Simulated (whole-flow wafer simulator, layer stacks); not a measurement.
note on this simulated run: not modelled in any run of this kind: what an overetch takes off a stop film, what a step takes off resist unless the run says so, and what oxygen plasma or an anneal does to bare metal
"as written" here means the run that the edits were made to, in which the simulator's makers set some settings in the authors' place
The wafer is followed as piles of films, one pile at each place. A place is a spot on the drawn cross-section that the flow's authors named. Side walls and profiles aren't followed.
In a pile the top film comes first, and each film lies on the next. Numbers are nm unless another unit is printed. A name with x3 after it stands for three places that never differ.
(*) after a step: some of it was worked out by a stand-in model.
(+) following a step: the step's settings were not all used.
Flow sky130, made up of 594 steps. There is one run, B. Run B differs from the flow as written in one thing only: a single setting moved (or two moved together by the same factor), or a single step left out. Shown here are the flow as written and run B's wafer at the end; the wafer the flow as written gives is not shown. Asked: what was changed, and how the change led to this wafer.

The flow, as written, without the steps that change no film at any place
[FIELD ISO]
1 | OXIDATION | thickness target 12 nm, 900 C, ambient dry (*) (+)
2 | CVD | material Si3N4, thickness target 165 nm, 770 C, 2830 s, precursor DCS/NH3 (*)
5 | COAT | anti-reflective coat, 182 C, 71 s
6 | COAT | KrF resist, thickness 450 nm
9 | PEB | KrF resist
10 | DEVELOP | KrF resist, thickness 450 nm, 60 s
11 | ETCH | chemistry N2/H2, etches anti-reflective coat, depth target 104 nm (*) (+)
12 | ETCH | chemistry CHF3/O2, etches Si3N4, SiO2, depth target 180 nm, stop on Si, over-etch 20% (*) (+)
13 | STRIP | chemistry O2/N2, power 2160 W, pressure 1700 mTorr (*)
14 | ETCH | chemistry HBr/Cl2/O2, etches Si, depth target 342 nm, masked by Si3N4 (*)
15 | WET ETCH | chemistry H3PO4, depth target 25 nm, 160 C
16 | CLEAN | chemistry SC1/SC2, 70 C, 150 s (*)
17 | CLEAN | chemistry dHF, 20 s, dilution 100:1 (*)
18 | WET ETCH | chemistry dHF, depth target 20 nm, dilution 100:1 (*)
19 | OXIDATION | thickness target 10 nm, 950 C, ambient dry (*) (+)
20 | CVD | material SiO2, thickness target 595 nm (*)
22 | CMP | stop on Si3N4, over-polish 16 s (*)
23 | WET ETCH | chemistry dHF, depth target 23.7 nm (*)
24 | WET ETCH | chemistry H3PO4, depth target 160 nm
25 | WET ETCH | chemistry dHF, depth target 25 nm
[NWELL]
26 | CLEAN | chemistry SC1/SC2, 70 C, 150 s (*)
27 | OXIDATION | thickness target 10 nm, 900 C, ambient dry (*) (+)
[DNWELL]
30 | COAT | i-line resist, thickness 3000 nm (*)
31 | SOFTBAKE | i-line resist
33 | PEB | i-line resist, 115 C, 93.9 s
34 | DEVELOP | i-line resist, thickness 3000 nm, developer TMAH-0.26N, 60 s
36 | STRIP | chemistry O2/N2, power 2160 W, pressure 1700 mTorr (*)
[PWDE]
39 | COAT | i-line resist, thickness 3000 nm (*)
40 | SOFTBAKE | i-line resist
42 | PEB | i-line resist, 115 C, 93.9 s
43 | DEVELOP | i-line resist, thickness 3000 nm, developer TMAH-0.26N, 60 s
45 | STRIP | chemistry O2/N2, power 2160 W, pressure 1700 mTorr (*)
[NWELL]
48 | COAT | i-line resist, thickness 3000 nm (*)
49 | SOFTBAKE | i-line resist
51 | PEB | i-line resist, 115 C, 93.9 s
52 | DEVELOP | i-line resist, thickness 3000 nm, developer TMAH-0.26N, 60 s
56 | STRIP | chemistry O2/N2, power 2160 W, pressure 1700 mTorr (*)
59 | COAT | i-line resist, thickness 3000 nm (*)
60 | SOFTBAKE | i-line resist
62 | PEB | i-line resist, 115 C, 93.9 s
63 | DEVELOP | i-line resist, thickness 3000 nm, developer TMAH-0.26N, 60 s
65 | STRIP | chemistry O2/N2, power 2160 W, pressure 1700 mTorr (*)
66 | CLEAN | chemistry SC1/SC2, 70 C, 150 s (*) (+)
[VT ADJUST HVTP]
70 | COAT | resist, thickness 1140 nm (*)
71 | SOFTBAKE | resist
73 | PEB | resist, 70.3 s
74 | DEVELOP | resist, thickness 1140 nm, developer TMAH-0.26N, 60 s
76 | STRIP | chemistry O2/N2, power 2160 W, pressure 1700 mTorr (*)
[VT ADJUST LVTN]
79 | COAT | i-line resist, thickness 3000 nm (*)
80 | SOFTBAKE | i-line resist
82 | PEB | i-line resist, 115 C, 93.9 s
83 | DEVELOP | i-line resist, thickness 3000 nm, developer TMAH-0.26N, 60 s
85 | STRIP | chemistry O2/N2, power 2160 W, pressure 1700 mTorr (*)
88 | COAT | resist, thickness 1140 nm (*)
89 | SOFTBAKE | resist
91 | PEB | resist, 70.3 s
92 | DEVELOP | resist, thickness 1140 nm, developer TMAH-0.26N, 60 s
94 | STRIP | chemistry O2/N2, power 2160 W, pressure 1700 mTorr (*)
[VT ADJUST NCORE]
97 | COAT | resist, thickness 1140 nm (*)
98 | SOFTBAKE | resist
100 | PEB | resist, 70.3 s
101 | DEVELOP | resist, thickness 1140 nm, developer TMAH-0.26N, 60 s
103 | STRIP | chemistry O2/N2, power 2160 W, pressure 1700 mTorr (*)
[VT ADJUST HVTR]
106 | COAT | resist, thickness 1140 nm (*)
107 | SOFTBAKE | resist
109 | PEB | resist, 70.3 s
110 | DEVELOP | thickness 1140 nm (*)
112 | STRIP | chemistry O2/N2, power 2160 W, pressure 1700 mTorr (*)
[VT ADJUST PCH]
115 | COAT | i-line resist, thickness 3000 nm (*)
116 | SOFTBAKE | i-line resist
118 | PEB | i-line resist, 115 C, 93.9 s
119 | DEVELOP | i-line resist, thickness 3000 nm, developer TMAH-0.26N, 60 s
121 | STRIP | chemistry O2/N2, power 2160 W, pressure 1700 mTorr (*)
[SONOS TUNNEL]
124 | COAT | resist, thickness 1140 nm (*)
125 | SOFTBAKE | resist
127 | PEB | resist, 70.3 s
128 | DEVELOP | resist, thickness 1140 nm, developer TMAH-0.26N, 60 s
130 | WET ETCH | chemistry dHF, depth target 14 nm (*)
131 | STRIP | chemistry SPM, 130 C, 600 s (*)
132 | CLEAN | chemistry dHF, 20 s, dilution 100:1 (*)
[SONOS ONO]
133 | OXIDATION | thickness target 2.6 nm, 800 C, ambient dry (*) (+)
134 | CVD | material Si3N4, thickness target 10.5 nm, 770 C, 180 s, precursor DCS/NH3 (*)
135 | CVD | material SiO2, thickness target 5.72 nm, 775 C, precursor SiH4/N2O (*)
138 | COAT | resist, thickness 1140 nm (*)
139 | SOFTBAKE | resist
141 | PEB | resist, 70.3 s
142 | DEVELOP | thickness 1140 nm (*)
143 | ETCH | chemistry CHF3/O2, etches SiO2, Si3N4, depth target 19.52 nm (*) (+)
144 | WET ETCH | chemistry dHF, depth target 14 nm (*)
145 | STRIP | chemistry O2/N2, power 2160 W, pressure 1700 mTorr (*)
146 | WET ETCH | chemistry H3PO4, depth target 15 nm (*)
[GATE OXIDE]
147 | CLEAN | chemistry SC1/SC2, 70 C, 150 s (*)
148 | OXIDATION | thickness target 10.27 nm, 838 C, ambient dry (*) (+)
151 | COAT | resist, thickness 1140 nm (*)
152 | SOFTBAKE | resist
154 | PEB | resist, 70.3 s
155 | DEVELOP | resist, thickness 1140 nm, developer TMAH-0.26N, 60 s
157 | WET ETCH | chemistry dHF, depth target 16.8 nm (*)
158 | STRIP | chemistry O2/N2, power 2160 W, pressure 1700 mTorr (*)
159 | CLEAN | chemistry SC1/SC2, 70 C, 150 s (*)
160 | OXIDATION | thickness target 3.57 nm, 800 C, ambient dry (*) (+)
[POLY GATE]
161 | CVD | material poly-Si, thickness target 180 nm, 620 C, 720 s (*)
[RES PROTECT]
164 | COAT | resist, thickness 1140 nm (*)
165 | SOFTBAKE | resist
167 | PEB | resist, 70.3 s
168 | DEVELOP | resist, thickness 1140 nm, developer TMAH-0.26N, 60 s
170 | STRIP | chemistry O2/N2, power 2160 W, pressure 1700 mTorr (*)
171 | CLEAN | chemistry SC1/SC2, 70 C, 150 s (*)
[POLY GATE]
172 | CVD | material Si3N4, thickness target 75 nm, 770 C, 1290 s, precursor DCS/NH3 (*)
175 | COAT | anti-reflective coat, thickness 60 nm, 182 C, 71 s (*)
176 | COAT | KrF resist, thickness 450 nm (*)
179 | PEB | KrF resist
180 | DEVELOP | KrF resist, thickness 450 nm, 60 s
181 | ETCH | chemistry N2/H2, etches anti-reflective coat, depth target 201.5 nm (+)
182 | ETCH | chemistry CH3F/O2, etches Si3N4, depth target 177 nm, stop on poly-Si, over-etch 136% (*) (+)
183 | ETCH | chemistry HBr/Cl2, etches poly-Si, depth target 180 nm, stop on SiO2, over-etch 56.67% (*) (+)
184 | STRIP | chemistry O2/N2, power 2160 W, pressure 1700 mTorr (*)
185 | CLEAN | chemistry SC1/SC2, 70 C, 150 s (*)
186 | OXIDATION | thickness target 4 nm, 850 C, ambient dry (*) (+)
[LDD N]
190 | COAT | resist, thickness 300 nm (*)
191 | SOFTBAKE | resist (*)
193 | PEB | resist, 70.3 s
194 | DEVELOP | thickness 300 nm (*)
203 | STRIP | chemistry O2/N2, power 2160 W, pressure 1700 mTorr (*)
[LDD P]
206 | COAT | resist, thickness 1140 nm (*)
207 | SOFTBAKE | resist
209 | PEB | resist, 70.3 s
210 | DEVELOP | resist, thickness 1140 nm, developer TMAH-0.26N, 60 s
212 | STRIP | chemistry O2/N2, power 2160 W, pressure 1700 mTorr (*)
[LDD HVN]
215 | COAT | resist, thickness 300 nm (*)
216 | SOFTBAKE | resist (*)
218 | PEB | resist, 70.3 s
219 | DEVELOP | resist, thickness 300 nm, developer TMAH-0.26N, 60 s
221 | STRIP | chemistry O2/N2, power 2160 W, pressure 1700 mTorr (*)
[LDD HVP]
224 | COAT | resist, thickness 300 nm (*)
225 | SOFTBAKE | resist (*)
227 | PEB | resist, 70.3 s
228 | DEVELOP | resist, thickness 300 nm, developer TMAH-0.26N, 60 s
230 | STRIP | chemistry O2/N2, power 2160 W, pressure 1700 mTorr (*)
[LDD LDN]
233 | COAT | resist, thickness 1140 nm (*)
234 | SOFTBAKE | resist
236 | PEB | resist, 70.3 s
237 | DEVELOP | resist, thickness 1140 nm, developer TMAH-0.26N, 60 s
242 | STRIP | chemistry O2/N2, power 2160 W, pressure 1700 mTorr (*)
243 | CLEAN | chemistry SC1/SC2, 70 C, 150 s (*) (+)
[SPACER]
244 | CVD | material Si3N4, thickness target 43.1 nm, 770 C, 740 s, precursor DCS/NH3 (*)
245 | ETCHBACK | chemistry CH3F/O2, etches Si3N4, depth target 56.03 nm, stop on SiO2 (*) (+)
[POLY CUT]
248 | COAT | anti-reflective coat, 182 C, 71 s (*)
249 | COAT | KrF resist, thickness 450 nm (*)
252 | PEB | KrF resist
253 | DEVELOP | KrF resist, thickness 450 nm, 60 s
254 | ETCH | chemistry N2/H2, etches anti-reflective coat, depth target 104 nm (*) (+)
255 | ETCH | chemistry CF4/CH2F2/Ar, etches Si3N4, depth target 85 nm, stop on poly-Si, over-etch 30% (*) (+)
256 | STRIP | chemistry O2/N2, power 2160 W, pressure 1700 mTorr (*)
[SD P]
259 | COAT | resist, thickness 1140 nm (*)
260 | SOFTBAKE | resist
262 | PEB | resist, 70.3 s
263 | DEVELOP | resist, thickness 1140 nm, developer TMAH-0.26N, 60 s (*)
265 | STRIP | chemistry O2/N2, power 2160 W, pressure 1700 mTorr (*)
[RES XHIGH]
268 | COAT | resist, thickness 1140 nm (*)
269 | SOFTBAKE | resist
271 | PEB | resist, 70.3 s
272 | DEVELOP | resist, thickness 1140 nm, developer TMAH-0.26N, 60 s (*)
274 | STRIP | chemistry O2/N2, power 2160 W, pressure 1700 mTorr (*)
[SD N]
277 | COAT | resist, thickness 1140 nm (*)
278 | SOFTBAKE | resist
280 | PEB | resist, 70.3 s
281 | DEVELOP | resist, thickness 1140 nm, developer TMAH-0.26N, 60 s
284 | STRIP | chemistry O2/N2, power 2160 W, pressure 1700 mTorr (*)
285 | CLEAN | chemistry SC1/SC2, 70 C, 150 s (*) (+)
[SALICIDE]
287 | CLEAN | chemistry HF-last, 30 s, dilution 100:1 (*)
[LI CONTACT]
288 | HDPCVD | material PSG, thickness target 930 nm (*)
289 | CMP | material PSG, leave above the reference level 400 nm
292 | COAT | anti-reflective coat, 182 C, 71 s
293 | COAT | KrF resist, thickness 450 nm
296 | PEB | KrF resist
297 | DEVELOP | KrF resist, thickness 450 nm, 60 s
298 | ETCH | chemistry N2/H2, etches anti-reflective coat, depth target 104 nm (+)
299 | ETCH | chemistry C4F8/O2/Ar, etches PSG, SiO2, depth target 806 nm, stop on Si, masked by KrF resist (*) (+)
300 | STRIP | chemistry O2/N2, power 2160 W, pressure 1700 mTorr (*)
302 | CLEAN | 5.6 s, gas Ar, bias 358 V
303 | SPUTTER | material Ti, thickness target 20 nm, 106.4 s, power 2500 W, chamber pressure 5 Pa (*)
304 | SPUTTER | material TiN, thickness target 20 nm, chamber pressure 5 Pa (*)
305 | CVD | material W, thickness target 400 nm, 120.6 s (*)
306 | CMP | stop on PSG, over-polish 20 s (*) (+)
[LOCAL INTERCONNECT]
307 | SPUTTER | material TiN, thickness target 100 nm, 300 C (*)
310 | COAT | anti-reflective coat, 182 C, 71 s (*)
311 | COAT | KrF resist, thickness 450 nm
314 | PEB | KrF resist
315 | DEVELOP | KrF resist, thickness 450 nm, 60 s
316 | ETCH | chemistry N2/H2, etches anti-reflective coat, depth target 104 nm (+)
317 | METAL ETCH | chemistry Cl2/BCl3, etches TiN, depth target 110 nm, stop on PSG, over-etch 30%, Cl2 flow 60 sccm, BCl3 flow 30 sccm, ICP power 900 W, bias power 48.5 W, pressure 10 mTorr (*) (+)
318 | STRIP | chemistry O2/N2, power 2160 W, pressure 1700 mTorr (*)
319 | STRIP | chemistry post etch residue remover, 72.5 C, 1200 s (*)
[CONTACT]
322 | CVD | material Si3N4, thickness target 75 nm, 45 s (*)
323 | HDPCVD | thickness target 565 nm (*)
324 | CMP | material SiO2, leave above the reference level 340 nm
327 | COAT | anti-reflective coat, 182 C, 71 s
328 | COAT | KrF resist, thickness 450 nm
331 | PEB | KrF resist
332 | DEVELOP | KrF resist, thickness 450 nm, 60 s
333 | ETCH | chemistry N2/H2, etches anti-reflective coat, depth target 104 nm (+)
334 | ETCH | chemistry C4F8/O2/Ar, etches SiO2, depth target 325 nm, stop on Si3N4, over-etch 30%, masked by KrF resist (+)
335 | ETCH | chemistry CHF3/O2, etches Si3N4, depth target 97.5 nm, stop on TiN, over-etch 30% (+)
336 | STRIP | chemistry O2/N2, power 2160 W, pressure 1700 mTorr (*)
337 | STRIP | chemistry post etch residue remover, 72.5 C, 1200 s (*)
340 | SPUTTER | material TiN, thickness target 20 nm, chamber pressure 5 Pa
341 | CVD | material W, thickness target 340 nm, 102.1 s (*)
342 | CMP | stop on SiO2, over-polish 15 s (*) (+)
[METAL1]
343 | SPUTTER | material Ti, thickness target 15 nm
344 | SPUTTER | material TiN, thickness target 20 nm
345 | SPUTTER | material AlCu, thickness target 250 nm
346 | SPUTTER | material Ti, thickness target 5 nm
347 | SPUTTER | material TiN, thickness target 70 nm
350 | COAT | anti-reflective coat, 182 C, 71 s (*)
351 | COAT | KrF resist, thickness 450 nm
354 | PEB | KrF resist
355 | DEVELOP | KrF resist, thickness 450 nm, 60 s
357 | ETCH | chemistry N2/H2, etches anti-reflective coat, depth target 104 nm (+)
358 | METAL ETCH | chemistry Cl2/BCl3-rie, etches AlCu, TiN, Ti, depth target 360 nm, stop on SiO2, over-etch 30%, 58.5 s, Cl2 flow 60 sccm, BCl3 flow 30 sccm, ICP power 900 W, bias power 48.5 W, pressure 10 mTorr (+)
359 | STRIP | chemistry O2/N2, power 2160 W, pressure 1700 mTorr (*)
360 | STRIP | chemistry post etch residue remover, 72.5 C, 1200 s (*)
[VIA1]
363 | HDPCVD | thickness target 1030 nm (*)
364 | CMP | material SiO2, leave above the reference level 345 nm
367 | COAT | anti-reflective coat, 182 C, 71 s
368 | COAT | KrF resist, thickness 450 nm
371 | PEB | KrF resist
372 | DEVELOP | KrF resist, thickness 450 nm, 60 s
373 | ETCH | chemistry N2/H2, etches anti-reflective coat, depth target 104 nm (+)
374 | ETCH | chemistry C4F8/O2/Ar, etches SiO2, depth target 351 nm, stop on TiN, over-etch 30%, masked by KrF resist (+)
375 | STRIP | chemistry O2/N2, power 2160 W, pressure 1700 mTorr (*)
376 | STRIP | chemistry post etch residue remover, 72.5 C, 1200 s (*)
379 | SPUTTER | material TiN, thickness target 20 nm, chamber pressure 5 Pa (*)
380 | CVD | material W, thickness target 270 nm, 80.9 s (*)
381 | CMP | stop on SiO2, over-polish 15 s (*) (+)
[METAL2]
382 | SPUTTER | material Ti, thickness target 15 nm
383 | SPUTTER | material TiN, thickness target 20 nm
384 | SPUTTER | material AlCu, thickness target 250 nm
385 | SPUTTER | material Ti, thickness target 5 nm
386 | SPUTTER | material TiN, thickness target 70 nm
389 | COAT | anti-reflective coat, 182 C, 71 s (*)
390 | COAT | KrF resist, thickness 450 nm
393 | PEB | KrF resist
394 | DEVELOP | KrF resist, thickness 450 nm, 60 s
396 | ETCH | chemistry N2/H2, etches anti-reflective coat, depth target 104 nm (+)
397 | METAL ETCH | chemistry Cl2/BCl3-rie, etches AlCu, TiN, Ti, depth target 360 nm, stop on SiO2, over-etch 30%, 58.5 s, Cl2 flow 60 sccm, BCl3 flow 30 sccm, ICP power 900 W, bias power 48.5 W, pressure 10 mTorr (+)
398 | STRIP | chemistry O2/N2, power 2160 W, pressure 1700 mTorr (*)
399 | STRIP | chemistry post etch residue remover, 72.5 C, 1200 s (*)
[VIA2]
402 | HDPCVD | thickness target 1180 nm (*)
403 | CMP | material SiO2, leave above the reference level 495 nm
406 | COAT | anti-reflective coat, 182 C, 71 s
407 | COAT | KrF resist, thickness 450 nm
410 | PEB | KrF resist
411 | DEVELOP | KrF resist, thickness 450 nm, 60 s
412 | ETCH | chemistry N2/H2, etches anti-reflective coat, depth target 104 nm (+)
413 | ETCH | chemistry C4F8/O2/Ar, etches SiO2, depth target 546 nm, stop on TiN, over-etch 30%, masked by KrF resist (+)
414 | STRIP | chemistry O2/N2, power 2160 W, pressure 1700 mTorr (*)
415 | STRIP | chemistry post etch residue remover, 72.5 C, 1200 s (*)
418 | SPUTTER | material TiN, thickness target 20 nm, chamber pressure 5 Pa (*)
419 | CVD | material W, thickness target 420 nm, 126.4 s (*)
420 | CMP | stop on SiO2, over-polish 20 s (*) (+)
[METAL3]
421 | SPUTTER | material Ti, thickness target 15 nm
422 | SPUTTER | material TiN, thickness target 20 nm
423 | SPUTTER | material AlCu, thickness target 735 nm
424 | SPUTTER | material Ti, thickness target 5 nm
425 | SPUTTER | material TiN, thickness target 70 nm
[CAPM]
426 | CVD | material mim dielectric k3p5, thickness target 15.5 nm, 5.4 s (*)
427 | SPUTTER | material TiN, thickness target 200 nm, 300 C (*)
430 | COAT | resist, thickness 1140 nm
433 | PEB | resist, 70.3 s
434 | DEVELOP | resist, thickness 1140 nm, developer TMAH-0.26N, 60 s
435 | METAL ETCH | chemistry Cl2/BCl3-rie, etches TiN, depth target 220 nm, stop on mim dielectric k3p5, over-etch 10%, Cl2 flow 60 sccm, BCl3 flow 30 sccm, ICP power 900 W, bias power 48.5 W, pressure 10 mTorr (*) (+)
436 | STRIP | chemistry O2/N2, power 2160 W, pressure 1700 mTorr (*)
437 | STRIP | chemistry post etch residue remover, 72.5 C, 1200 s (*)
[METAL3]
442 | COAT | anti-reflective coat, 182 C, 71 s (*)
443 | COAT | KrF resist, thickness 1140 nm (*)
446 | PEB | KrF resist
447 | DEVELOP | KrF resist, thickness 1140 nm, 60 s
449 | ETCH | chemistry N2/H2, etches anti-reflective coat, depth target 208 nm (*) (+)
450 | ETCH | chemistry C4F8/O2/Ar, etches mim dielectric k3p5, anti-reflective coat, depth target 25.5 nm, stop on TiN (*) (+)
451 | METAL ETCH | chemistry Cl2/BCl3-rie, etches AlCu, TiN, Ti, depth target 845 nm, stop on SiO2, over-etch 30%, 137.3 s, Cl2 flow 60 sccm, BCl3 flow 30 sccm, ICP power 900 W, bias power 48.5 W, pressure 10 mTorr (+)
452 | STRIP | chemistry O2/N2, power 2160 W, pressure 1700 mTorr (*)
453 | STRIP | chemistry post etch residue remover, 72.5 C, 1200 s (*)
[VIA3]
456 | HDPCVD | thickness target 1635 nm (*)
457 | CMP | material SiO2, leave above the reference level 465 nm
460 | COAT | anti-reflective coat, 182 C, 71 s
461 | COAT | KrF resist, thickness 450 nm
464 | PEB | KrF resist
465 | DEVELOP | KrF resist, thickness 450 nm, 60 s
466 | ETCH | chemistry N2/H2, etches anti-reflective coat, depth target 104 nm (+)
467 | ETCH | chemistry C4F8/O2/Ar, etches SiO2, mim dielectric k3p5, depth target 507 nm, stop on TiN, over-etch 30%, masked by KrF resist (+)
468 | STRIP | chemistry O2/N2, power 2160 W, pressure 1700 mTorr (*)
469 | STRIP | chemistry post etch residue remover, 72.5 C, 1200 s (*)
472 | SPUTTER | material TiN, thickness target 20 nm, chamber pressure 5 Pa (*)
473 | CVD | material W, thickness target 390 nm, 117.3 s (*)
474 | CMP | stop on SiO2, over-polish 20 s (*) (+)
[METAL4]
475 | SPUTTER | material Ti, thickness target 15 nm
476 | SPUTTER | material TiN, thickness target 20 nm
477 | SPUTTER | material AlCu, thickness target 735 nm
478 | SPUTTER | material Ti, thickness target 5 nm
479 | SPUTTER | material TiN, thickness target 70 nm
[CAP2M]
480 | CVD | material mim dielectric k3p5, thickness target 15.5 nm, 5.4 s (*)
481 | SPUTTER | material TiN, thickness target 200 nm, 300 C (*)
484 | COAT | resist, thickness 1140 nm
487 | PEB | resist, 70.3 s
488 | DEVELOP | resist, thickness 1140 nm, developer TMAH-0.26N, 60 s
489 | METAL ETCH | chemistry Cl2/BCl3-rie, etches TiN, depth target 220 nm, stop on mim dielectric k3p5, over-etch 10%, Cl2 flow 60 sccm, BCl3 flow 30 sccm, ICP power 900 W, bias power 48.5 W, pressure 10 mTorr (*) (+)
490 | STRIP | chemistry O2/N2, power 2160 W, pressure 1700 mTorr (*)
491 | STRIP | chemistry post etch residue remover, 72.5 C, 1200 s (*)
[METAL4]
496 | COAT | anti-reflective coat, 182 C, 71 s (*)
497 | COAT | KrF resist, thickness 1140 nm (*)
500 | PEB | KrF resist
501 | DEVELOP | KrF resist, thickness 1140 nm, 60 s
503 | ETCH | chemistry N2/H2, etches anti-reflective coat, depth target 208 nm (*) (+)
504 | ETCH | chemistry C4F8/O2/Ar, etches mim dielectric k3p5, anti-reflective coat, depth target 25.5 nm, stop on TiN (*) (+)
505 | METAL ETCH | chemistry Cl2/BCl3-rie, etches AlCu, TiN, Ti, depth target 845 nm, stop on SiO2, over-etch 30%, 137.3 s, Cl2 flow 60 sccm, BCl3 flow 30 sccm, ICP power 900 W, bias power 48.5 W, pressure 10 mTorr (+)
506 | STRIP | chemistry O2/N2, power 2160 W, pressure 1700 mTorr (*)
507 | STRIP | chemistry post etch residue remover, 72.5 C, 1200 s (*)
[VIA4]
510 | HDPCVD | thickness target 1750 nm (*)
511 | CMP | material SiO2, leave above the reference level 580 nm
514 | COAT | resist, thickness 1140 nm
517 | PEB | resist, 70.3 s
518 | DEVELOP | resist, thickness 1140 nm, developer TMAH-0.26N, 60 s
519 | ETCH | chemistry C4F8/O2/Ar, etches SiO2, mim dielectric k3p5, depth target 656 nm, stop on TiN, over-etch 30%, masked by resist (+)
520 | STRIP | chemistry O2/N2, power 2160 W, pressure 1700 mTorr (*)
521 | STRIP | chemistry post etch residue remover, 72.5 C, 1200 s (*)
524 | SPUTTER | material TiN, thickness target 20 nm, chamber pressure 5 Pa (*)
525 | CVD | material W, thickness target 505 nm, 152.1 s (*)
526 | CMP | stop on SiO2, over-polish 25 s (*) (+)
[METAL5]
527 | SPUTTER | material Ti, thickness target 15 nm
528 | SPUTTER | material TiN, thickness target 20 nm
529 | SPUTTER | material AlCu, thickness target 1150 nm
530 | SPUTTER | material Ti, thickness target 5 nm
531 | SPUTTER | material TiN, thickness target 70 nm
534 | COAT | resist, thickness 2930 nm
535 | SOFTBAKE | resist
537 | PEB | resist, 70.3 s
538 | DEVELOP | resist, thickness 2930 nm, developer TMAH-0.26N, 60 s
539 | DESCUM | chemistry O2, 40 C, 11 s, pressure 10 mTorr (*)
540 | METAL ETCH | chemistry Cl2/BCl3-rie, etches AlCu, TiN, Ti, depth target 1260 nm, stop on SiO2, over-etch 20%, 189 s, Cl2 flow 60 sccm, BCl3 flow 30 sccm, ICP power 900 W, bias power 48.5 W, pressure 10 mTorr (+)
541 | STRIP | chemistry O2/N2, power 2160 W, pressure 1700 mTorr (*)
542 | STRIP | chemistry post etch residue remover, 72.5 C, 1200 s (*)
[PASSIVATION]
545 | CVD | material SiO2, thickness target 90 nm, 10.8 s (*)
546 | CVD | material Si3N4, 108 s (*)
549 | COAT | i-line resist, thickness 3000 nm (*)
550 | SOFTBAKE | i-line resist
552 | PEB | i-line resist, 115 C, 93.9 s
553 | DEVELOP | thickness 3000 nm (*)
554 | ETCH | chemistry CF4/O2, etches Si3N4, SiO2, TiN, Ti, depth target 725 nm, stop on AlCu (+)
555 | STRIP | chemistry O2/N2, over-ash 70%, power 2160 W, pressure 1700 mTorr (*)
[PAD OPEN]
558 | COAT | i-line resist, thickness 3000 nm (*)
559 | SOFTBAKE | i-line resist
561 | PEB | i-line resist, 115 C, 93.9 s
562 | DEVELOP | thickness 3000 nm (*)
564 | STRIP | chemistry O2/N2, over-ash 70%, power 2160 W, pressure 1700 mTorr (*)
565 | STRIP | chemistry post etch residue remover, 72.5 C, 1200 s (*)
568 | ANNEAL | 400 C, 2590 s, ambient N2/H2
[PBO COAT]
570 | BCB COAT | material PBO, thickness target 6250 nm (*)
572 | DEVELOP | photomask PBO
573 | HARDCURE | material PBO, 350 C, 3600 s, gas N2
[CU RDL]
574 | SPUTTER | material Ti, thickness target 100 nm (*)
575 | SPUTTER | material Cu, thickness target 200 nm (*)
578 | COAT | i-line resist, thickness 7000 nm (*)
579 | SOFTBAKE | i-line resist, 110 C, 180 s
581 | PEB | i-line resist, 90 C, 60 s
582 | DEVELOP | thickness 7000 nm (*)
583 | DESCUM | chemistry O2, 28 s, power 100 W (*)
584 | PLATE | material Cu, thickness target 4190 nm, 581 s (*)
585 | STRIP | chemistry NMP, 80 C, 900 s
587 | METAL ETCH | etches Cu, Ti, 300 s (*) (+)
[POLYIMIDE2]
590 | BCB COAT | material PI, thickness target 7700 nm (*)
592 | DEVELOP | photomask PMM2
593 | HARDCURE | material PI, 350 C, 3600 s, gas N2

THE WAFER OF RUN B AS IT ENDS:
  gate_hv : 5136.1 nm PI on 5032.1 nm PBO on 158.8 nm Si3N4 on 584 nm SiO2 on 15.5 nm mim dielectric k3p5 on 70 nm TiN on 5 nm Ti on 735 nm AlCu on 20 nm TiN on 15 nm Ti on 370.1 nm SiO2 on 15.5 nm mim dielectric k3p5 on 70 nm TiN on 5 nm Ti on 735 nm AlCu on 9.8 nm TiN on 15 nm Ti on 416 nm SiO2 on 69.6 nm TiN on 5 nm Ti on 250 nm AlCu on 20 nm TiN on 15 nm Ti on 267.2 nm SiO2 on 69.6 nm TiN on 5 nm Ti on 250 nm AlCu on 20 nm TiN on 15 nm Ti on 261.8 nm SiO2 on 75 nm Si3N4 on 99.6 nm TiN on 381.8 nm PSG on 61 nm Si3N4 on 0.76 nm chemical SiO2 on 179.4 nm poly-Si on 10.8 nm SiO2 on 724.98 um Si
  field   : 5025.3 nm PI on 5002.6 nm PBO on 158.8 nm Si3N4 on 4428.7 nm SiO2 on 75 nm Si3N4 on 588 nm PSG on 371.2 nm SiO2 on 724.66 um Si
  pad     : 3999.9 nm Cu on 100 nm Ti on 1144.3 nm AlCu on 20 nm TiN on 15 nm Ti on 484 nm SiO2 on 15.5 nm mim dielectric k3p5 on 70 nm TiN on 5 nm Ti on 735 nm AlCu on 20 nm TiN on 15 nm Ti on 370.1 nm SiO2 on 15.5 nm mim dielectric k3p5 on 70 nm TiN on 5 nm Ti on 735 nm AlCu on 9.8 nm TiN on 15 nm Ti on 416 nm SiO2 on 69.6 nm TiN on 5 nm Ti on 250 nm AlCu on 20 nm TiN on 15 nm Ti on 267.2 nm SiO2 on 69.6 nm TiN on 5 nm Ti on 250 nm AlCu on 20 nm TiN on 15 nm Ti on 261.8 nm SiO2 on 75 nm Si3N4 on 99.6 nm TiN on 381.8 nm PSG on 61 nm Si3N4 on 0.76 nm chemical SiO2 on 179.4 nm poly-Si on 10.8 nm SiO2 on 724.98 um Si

The reason: step 422, SPUTTER: thickness target 9.8 nm was run, though the flow has thickness target 20 nm.
One can read it off the wafer: gate_hv has TiN 9.8, and step 422 as written asks for 20 nm.

Step by step, how the change led to this:
  422 | SPUTTER | material TiN, thickness target 20 nm
      field, active, n_well and 188 more: +9.8 TiN (new film) (it would be, as written: +20 TiN (new film))
  451 | METAL ETCH | chemistry Cl2/BCl3-rie, etches AlCu, TiN, Ti, depth target 845 nm, stop on SiO2, over-etch 30%, 137.3 s, Cl2 flow 60 sccm, BCl3 flow 30 sccm, ICP power 900 W, bias power 48.5 W, pressure 10 mTorr (+)
      field, gate, spacer and 68 more: -70 TiN (all of it), -5 Ti (all of it), -735 AlCu (all of it), -9.8 TiN (all of it), -15 Ti (all of it), -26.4 SiO2 (it would be, as written: -70 TiN (all of it), -5 Ti (all of it), -735 AlCu (all of it), -20 TiN (all of it), -15 Ti (all of it), -25.4 SiO2)
      active, vpp_ln, vpp_iso2 and 11 more: -70 TiN (all of it), -5 Ti (all of it), -735 AlCu (all of it), -9.8 TiN (all of it), -15 Ti (all of it), -26.4 SiO2 (it would be, as written: -70 TiN (all of it), -5 Ti (all of it), -735 AlCu (all of it), -20 TiN (all of it), -15 Ti (all of it), -25.3 SiO2)
  457 | CMP | material SiO2, leave above the reference level 465 nm
      field, active, gate and 82 more: -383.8 SiO2 (it would be, as written: -374.7 SiO2)
